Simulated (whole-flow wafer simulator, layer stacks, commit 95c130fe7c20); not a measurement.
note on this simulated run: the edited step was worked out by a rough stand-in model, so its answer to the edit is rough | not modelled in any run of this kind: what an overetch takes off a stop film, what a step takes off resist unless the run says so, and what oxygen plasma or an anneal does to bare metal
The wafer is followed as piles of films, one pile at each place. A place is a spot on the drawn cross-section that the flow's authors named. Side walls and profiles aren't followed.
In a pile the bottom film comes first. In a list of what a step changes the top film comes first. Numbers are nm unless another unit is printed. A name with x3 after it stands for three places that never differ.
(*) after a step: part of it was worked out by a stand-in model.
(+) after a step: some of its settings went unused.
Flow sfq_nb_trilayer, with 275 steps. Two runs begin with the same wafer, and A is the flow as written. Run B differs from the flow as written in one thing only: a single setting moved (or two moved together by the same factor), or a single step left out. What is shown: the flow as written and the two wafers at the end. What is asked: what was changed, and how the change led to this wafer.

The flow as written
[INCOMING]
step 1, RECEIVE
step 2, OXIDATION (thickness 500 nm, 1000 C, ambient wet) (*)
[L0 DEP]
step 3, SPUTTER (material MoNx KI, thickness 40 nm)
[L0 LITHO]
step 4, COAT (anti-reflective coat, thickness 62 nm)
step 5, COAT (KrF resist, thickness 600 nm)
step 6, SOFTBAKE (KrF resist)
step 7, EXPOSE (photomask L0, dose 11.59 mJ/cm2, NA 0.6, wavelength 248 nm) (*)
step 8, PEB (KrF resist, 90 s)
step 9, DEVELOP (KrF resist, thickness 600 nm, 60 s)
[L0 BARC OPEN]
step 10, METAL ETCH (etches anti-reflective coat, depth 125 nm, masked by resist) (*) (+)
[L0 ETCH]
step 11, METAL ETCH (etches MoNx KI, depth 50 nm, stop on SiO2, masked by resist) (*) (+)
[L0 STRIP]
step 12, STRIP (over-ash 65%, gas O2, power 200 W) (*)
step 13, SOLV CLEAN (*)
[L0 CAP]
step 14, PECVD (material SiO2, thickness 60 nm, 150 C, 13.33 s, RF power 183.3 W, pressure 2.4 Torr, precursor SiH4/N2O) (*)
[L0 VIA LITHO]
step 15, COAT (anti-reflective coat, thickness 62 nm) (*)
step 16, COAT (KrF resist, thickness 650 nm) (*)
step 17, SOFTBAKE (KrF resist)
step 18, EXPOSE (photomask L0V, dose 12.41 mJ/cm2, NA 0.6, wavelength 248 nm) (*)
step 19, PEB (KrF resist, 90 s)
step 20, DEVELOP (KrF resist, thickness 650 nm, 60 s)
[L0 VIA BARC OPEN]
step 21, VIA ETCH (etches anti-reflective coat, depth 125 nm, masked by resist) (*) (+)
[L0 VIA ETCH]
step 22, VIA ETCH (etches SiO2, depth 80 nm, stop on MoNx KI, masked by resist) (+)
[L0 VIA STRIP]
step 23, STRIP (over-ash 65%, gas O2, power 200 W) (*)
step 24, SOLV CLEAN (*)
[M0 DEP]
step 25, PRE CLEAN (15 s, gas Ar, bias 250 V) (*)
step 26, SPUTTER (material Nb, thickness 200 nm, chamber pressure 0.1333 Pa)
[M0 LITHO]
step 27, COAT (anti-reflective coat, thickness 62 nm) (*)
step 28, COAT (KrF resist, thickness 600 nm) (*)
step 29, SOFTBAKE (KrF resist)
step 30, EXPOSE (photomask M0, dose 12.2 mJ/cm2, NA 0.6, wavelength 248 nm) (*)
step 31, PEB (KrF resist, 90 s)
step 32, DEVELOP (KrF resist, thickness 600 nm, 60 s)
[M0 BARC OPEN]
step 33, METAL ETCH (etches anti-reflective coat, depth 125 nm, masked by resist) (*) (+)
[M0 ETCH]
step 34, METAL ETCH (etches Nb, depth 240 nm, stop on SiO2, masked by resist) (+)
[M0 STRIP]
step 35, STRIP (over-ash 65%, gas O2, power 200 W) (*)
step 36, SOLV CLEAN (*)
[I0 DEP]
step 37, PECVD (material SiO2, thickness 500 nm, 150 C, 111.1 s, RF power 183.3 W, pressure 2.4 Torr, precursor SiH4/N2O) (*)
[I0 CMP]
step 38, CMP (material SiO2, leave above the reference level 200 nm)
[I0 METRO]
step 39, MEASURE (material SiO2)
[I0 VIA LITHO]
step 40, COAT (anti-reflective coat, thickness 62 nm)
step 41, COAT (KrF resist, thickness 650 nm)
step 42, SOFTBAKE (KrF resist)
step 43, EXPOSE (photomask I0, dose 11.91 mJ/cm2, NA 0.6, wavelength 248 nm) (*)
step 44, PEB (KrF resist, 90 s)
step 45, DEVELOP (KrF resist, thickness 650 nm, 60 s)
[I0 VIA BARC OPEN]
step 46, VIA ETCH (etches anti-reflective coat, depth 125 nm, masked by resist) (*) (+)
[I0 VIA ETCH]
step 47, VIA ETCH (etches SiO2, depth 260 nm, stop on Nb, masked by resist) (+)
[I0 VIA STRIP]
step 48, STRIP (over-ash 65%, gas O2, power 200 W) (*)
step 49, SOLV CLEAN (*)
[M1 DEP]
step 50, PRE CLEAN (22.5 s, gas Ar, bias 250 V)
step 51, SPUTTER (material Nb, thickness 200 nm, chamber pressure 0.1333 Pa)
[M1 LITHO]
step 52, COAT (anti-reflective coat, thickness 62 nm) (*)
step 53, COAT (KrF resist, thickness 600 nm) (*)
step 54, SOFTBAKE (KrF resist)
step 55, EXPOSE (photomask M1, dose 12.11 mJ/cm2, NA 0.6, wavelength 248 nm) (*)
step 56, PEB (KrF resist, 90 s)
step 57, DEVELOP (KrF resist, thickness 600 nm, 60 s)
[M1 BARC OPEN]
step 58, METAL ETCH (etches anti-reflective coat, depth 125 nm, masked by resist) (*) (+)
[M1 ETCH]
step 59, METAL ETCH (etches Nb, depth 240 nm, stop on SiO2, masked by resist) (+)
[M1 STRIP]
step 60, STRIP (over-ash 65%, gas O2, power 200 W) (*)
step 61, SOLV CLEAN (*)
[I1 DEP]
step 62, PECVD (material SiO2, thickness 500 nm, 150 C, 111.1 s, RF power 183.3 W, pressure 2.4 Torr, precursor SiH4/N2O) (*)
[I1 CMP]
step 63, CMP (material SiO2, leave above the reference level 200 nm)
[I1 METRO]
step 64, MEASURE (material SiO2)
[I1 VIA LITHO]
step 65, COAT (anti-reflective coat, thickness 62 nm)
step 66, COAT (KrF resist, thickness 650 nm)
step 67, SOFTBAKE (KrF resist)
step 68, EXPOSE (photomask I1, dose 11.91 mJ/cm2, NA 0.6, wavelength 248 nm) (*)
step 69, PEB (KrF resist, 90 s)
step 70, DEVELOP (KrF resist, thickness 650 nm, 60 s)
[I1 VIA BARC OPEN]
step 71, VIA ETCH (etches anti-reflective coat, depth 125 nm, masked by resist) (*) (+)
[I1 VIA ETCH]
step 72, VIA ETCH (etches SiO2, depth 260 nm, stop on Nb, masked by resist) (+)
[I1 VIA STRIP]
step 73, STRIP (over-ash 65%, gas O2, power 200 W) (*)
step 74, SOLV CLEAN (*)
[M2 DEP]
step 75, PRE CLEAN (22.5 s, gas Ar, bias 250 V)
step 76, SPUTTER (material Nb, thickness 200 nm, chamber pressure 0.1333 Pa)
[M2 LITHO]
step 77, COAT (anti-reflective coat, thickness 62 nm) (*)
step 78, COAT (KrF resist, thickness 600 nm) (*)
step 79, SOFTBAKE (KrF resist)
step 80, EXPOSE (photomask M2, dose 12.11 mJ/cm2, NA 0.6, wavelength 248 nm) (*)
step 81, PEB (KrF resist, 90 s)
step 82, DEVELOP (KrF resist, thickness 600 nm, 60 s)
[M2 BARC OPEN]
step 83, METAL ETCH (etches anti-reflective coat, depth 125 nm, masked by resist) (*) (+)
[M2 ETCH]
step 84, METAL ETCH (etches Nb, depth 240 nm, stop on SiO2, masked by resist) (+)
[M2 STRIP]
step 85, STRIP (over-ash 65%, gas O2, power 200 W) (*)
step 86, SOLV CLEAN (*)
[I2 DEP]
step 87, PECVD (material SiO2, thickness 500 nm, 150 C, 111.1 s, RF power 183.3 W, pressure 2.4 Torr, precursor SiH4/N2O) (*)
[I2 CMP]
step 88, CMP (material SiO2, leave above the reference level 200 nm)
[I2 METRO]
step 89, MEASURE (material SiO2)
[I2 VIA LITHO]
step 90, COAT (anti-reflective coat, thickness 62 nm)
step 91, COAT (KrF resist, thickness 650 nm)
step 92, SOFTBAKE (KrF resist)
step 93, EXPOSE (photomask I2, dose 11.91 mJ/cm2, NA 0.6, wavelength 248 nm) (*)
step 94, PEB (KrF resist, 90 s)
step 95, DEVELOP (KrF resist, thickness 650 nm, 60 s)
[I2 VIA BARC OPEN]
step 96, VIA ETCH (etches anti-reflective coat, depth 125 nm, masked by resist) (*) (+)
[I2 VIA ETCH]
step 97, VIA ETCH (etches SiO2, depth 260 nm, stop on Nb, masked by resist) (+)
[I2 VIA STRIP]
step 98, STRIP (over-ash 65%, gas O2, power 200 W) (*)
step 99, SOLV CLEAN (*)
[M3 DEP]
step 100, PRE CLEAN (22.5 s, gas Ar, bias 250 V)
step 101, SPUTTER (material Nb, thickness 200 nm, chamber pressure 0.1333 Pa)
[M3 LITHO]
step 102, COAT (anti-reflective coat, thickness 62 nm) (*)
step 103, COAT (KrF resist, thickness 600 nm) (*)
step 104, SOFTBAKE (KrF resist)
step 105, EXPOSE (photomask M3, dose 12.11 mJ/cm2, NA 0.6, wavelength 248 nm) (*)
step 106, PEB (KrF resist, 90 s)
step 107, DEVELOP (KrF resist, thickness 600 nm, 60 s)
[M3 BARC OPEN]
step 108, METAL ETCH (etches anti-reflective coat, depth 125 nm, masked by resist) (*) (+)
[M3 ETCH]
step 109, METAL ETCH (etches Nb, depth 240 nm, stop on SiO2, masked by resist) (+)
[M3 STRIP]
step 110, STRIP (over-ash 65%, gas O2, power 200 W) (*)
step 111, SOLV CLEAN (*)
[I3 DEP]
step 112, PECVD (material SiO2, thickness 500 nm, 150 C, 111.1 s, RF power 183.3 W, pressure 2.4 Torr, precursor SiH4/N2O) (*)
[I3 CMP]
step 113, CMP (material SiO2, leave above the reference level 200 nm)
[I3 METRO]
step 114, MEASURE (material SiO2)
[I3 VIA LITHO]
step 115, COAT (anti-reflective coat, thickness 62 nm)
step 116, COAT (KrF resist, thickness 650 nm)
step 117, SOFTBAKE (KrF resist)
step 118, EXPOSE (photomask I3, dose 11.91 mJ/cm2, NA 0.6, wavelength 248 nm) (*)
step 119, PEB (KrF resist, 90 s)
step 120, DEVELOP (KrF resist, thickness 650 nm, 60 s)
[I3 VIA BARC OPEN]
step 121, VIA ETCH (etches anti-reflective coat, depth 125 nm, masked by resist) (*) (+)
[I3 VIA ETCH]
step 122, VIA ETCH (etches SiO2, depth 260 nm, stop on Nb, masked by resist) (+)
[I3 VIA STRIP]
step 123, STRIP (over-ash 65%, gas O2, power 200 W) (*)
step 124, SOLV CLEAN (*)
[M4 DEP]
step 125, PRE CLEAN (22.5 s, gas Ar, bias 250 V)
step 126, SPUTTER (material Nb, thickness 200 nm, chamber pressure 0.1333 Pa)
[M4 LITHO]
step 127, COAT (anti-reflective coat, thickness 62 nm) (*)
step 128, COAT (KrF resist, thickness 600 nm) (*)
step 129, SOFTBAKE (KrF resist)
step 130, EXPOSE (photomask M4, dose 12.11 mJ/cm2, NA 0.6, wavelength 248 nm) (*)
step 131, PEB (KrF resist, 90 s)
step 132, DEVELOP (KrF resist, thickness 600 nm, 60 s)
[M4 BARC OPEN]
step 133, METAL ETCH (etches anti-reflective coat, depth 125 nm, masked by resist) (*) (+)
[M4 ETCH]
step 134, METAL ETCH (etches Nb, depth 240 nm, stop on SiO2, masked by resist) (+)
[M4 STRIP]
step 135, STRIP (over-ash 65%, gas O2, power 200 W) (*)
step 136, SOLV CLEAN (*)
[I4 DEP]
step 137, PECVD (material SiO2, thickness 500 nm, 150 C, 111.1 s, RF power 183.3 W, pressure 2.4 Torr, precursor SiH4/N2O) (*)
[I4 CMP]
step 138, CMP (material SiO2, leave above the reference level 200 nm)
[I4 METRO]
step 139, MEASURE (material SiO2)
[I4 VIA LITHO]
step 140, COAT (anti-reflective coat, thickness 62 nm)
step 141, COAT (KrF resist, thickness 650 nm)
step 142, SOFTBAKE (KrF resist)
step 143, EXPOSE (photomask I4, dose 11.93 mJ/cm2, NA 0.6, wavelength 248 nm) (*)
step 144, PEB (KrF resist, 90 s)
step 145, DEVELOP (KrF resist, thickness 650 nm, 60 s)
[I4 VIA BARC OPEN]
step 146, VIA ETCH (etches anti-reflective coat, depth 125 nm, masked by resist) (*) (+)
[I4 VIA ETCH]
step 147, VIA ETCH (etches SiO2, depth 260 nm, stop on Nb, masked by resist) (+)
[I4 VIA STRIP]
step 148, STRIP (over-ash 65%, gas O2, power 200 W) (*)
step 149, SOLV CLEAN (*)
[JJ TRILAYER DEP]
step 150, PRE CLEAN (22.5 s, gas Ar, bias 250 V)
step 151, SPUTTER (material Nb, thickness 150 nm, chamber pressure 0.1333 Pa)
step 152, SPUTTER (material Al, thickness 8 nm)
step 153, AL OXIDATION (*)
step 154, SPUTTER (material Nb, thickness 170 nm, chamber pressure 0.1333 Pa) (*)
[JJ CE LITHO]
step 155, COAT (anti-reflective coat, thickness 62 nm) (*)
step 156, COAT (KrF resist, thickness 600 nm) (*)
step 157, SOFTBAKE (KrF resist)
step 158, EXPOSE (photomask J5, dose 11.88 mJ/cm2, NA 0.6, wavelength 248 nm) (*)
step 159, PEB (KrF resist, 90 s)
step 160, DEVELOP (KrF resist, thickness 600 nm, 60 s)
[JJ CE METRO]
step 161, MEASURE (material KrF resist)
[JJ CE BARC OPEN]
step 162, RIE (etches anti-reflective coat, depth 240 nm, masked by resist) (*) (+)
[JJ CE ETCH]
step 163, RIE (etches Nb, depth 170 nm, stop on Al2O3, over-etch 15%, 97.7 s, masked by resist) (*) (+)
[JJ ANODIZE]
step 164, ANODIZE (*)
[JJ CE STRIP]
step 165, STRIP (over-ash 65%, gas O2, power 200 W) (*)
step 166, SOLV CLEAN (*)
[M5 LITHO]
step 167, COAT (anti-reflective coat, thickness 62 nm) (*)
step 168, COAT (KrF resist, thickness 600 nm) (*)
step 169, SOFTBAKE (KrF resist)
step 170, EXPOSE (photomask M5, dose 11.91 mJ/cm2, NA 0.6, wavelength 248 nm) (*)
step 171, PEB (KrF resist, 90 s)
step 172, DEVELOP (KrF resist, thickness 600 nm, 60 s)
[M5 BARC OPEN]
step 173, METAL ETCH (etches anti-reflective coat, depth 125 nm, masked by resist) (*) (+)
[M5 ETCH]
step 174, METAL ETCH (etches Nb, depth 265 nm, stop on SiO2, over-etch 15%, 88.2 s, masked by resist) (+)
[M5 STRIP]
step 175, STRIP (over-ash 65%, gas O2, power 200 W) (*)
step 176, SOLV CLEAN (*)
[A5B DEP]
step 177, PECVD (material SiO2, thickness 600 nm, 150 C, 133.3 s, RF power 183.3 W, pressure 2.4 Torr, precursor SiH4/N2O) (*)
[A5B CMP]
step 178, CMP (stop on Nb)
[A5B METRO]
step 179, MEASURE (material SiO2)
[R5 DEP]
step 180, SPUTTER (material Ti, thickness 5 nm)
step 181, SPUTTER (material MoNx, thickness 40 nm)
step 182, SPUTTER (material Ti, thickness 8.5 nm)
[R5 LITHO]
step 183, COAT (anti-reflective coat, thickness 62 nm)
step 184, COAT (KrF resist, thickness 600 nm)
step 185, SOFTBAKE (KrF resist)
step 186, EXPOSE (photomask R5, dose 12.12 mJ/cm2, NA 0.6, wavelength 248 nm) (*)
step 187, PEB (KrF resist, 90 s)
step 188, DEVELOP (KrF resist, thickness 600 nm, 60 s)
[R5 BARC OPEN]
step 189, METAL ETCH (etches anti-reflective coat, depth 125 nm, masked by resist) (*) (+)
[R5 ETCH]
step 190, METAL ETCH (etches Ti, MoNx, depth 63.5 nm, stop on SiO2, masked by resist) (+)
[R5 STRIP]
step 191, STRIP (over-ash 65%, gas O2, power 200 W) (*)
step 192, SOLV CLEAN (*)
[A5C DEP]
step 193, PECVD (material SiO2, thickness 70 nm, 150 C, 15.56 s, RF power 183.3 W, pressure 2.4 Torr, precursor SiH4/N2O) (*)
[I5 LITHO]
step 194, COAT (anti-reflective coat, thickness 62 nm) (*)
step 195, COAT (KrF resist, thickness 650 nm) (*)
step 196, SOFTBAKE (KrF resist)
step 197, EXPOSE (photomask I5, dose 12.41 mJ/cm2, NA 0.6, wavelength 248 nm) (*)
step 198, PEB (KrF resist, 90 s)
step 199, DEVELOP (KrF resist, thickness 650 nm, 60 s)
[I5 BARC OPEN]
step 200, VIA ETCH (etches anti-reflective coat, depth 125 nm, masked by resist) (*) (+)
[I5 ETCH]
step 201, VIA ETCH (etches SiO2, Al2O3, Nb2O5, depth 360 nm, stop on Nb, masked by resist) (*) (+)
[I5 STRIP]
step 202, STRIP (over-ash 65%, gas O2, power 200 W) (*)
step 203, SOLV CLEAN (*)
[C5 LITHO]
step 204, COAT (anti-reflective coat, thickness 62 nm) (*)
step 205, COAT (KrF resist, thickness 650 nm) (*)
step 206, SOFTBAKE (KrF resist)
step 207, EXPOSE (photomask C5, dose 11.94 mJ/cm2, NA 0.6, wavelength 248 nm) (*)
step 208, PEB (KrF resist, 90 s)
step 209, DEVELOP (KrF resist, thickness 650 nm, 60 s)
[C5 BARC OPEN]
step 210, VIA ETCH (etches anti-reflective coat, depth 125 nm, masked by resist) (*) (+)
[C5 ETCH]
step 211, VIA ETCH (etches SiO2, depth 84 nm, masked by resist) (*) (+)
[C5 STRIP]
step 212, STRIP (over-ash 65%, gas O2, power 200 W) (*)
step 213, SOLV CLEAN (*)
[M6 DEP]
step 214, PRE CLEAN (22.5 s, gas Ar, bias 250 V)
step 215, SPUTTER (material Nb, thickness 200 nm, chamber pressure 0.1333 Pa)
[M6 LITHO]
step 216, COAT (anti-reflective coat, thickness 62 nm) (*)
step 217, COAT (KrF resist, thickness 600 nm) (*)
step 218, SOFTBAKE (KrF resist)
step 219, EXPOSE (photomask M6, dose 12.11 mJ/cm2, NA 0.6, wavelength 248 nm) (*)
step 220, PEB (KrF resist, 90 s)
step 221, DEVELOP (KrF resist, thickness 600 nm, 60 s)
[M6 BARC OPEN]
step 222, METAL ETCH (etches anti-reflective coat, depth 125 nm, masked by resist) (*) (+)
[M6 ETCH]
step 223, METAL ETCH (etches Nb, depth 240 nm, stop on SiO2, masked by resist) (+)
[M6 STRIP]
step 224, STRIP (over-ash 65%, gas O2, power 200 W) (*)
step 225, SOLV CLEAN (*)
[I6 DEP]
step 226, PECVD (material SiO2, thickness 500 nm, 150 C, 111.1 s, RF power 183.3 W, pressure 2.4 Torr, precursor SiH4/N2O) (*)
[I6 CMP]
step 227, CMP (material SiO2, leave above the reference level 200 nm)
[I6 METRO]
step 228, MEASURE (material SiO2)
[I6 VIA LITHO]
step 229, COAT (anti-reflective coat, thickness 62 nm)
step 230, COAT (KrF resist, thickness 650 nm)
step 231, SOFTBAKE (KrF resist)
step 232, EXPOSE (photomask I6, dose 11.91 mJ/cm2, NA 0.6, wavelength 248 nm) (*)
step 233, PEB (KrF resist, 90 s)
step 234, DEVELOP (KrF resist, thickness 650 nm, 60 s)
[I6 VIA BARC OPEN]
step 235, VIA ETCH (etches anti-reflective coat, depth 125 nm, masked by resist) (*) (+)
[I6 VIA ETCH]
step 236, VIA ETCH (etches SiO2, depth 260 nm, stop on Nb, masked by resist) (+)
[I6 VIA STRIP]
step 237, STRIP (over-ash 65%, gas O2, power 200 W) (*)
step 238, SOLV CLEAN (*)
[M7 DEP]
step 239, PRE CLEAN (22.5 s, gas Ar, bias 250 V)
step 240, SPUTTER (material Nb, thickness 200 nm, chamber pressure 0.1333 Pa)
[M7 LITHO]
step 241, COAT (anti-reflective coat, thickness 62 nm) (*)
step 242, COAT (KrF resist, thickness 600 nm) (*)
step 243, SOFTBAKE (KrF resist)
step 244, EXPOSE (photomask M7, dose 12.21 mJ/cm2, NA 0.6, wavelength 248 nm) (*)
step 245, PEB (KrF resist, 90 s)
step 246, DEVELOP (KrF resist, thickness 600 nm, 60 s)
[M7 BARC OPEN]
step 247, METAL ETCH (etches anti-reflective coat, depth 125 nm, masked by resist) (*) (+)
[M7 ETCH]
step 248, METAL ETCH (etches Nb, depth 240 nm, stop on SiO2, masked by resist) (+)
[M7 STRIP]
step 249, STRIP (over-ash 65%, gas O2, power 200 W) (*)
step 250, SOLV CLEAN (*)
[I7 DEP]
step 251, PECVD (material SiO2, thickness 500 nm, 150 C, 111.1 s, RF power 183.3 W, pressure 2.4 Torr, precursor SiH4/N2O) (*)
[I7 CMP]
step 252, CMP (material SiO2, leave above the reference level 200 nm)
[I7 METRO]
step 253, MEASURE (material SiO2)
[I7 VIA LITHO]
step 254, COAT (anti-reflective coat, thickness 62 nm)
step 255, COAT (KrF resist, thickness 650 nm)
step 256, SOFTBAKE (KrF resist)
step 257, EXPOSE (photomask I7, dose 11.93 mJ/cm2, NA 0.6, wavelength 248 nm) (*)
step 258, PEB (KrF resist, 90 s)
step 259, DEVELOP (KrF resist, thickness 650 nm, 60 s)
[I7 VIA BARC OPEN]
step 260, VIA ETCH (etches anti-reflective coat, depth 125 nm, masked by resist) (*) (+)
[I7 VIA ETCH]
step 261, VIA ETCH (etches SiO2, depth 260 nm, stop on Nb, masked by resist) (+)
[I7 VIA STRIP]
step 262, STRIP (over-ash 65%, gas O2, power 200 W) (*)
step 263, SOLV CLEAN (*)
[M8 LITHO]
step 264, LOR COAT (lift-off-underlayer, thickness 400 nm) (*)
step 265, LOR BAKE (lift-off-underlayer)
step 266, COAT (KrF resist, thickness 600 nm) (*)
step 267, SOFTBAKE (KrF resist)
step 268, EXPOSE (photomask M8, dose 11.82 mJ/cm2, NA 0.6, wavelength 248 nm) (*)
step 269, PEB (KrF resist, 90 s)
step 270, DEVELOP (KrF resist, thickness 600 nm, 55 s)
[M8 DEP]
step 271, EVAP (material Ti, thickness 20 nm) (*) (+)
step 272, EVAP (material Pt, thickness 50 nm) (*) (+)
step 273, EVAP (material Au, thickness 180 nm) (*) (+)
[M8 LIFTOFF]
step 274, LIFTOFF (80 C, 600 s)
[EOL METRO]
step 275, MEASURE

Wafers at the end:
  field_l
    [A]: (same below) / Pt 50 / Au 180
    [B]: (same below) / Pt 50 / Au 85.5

The reason: step 273, EVAP: thickness 85.5 nm was run, whereas the flow has thickness 180 nm.
The wafer lets one read it off: field_l has Au 85.5, and step 273 as written asks for 180 nm.

Step by step, how the change led to this:
  step 273, EVAP (material Au, thickness 180 nm) (*) (+)
      field_l, v_sur, via_wl and 103 more: A Au gains 180 (new film) | B Au gains 85.5 (new film)
  step 274, LIFTOFF (80 C, 600 s)
      p4_fl, p4_fm, p4_w1 and 71 more: A Au loses 180 (all of it), Pt loses 50 (all of it), Ti loses 20 (all of it), KrF resist loses 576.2 (all of it), lift-off-underlayer loses 400 (all of it) | B Au loses 85.5 (all of it), Pt loses 50 (all of it), Ti loses 20 (all of it), KrF resist loses 576.2 (all of it), lift-off-underlayer loses 400 (all of it)
      c5j, ce_r: A Au loses 180 (all of it), Pt loses 50 (all of it), Ti loses 20 (all of it), KrF resist loses 573.3 (all of it), lift-off-underlayer loses 399.3 (all of it) | B Au loses 85.5 (all of it), Pt loses 50 (all of it), Ti loses 20 (all of it), KrF resist loses 573.3 (all of it), lift-off-underlayer loses 399.3 (all of it)
      (and at 19 other places as well)
